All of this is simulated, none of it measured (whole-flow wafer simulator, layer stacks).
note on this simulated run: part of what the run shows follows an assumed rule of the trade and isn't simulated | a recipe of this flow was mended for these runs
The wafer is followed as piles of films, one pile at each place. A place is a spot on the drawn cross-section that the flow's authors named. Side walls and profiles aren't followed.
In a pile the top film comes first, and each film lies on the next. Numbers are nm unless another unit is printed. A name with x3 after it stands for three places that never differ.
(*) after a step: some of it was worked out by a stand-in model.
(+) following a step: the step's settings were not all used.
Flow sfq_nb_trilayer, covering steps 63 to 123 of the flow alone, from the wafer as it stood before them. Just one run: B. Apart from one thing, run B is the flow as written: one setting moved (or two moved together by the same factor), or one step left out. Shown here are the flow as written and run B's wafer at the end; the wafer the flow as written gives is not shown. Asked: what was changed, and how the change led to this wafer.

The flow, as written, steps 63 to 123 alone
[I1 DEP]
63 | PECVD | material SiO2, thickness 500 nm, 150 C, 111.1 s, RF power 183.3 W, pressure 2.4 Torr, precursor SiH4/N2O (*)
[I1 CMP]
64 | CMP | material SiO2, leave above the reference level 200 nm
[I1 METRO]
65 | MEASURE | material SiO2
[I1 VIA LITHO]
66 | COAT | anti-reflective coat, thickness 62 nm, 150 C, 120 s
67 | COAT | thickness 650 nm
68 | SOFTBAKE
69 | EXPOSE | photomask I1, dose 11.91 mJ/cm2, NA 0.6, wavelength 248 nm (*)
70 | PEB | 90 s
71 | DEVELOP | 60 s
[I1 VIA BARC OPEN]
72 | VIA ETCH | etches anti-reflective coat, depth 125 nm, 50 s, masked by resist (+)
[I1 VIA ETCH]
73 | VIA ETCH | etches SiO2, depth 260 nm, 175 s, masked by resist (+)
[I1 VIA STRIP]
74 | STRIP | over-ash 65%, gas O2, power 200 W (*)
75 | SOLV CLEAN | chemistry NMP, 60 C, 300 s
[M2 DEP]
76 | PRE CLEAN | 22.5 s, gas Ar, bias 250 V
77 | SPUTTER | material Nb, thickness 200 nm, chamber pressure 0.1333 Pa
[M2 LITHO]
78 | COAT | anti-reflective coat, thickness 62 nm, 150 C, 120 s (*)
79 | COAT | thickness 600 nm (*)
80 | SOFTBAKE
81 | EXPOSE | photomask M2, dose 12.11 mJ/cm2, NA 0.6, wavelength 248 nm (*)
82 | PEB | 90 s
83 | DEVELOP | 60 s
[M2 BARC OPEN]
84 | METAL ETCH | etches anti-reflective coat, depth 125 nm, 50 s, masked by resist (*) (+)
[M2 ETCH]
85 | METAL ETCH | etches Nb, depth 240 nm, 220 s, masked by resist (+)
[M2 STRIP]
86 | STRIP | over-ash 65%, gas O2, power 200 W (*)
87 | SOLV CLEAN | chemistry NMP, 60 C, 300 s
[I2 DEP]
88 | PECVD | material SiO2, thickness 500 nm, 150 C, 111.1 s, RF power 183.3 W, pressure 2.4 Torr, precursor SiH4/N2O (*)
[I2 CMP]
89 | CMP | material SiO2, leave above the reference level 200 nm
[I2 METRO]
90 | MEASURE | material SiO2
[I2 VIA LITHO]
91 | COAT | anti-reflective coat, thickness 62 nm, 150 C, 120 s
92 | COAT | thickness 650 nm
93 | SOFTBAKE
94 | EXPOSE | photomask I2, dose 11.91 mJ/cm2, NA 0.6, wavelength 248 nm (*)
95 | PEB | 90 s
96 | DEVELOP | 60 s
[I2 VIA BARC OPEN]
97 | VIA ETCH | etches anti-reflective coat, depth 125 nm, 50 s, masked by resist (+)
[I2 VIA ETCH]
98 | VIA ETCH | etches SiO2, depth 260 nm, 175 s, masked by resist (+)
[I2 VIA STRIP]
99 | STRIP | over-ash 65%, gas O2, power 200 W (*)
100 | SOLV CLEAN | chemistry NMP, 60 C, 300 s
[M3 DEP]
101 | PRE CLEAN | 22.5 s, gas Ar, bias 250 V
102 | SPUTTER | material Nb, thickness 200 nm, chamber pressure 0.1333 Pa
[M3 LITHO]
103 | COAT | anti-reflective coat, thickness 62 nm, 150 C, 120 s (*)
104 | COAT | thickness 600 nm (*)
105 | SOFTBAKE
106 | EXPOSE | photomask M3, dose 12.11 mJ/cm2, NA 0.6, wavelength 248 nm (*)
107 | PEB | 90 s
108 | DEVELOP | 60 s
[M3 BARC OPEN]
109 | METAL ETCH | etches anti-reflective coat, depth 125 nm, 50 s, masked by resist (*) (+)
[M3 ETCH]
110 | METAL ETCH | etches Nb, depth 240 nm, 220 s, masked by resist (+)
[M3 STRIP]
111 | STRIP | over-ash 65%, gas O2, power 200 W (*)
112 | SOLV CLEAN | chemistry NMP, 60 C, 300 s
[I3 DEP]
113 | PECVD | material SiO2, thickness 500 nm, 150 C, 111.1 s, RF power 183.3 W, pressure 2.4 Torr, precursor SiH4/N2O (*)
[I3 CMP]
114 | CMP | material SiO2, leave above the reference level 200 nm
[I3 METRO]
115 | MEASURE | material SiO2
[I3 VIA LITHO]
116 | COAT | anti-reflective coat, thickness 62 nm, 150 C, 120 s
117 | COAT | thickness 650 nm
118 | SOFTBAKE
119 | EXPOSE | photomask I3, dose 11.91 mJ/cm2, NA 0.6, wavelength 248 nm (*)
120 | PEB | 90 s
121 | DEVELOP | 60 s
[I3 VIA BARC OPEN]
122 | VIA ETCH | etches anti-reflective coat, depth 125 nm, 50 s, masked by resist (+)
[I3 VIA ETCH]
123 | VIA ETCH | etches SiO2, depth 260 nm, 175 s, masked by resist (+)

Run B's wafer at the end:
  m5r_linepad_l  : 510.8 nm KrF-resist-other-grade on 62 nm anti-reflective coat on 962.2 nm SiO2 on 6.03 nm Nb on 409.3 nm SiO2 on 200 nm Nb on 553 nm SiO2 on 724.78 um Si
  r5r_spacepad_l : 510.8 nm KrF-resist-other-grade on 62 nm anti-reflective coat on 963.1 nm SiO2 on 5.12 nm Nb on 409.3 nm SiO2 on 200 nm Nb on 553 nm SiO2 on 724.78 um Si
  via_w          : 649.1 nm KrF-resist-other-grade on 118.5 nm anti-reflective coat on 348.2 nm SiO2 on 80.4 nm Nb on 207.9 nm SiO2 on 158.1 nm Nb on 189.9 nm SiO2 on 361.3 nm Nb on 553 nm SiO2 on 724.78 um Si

Cause: step 63, PECVD: 50.69 s was run, whereas the flow has 111.1 s.

How this came from the change, step by step:
  63 | PECVD | material SiO2, thickness 500 nm, 150 C, 111.1 s, RF power 183.3 W, pressure 2.4 Torr, precursor SiH4/N2O (*)
      field_l, be, be_sur and 72 more: SiO2 gains 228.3 (it would be, as written: SiO2 gains 500)
      v_sur, via_wl, via_wr and 20 more: SiO2 gains 228.3 (new film) (it would be, as written: SiO2 gains 500 (new film))
      (also at 8 further places)
  64 | CMP | material SiO2, leave above the reference level 200 nm
      field_l, be, be_sur and 72 more: nothing (it would be, as written: SiO2 loses 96)
      lsp_m, ln_m6, lsp_r, l0_sur, l0v: nothing (it would be, as written: SiO2 loses 90.8)
      (also at 26 further places)
  66 | COAT | anti-reflective coat, thickness 62 nm, 150 C, 120 s
      m0r_line_l x3: anti-reflective coat gains 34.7 (new film) (it would be, as written: anti-reflective coat gains 62 (new film))
      m0r_space_l, m6r_space_l x2: anti-reflective coat gains 96.3 (new film) (it would be, as written: anti-reflective coat gains 62 (new film))
      (also at 92 further places)
  67 | COAT | thickness 650 nm
      wl_g_sr, m5r_line_l, m5r_line_r: KrF-resist-other-grade gains 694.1 (new film) (it would be, as written: KrF-resist-other-grade gains 650 (new film))
      m0r_line_l x3: KrF-resist-other-grade gains 711.8 (new film) (it would be, as written: KrF-resist-other-grade gains 650 (new film))
      (also at 72 further places)
  71 | DEVELOP | 60 s
      via_v: KrF-resist-other-grade loses 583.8 (all of it) (it would be, as written: KrF-resist-other-grade loses 648.6 (all of it))
  72 | VIA ETCH | etches anti-reflective coat, depth 125 nm, 50 s, masked by resist (+)
      via_v: anti-reflective coat loses 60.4 (all of it), SiO2 loses 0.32 (it would be, as written: anti-reflective coat loses 62 (all of it), SiO2 loses 0.31)
  74 | STRIP | over-ash 65%, gas O2, power 200 W (*)
      m0r_line_l x3: KrF-resist-other-grade loses 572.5 (all of it), anti-reflective coat loses 34.7 (all of it) (it would be, as written: KrF-resist-other-grade loses 510.8 (all of it), anti-reflective coat loses 62 (all of it))
      m0r_space_l, m6r_space_l x2: KrF-resist-other-grade loses 521.8 (all of it), anti-reflective coat loses 96.3 (all of it) (it would be, as written: KrF-resist-other-grade loses 510.8 (all of it), anti-reflective coat loses 62 (all of it))
      (also at 96 further places)
  77 | SPUTTER | material Nb, thickness 200 nm, chamber pressure 0.1333 Pa
      lsp_m, ln_m6, lsp_r, l0_sur, l0v: Nb gains 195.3 (new film) (it would be, as written: Nb gains 200 (new film))
      be, lsp_l: Nb gains 184 (new film) (it would be, as written: Nb gains 200 (new film))
      (also at 1 further place)
  78 | COAT | anti-reflective coat, thickness 62 nm, 150 C, 120 s (*)
      m0r_line_l x3, m0r_line_r x3: anti-reflective coat gains 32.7 (new film) (it would be, as written: anti-reflective coat gains 62 (new film))
      m0r_space_l, m0r_space_r, m6r_space_l x2, m6r_space_r x2: anti-reflective coat gains 93.9 (new film) (it would be, as written: anti-reflective coat gains 62 (new film))
      (also at 86 further places)
  79 | COAT | thickness 600 nm (*)
      m0r_line_l x3, m0r_line_r x3: KrF-resist-other-grade gains 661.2 (new film) (it would be, as written: KrF-resist-other-grade gains 600 (new film))
      wl_j_sl, wl_c_m6: KrF-resist-other-grade gains 567.4 (new film) (it would be, as written: KrF-resist-other-grade gains 600 (new film))
      (also at 68 further places)
  83 | DEVELOP | 60 s
      m0r_line_l x3, m0r_line_r x3: KrF-resist-other-grade loses 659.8 (all of it) (it would be, as written: KrF-resist-other-grade loses 598.7 (all of it))
      wl_g_sl, m5r_line_l, m5r_line_r: KrF-resist-other-grade loses 640.2 (all of it) (it would be, as written: KrF-resist-other-grade loses 598.7 (all of it))
      (also at 44 further places)
  84 | METAL ETCH | etches anti-reflective coat, depth 125 nm, 50 s, masked by resist (*) (+)
      m5r_linepad_l, m5r_linepad_r, r5r_line_l, r5r_spacepad_l, r5r_spacepad_r, m8r_pad_l, m8r_pad_r: anti-reflective coat loses 125 (it would be, as written: anti-reflective coat loses 62 (all of it))
      m0r_line_l x3, m0r_line_r x3: anti-reflective coat loses 32.7 (all of it) (it would be, as written: anti-reflective coat loses 62 (all of it))
      (also at 65 further places)
  85 | METAL ETCH | etches Nb, depth 240 nm, 220 s, masked by resist (+)
      m5r_linepad_l, m5r_linepad_r: anti-reflective coat loses 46 (all of it), Nb loses 194 (it would be, as written: Nb loses 200 (all of it), SiO2 loses 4)
      r5r_spacepad_l, r5r_spacepad_r: anti-reflective coat loses 45.1 (all of it), Nb loses 194.9 (it would be, as written: Nb loses 200 (all of it), SiO2 loses 4)
      (also at 10 further places)
  86 | STRIP | over-ash 65%, gas O2, power 200 W (*)
      v_sur: KrF-resist-other-grade loses 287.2 (all of it), anti-reflective coat loses 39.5 (all of it) (it would be, as written: KrF-resist-other-grade loses 360.6 (all of it), anti-reflective coat loses 64.8 (all of it))
      via_wl: KrF-resist-other-grade loses 294.9 (all of it), anti-reflective coat loses 32 (all of it) (it would be, as written: KrF-resist-other-grade loses 357.4 (all of it), anti-reflective coat loses 67.7 (all of it))
      (also at 20 further places)
  88 | PECVD | material SiO2, thickness 500 nm, 150 C, 111.1 s, RF power 183.3 W, pressure 2.4 Torr, precursor SiH4/N2O (*)
      m5r_linepad_l, m5r_linepad_r, r5r_spacepad_l, r5r_spacepad_r: SiO2 gains 500 (new film) (it would be, as written: SiO2 gains 500)
      wl_d_sl, wl_d_sr: SiO2 gains 532.8 (it would be, as written: SiO2 gains 500)
      (also at 1 further place)
  89 | CMP | material SiO2, leave above the reference level 200 nm
      field_l, be, be_sur and 79 more: nothing (it would be, as written: SiO2 loses 96)
      via_w: SiO2 loses 157.1 (it would be, as written: SiO2 loses 300)
  ... another 19 steps ...
  122 | VIA ETCH | etches anti-reflective coat, depth 125 nm, 50 s, masked by resist (+)
      via_v: anti-reflective coat loses 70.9 (all of it), SiO2 loses 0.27 (it would be, as written: anti-reflective coat loses 62 (all of it), SiO2 loses 0.31)
If metal films that touch count as one body, m5r_linepad_l has 2 bodies (between them, from the top down: SiO2 409.3); the flow as written gives 1 body.
If metal films that touch count as one body, r5r_spacepad_l has 2 bodies (between them, from the top down: SiO2 409.3); the flow as written gives 1 body.
If metal films that touch count as one body, via_w has 3 bodies (between them, from the top down: SiO2 207.9; SiO2 189.9); the flow as written gives 2 bodies (between them, from the top down: SiO2 423.7).
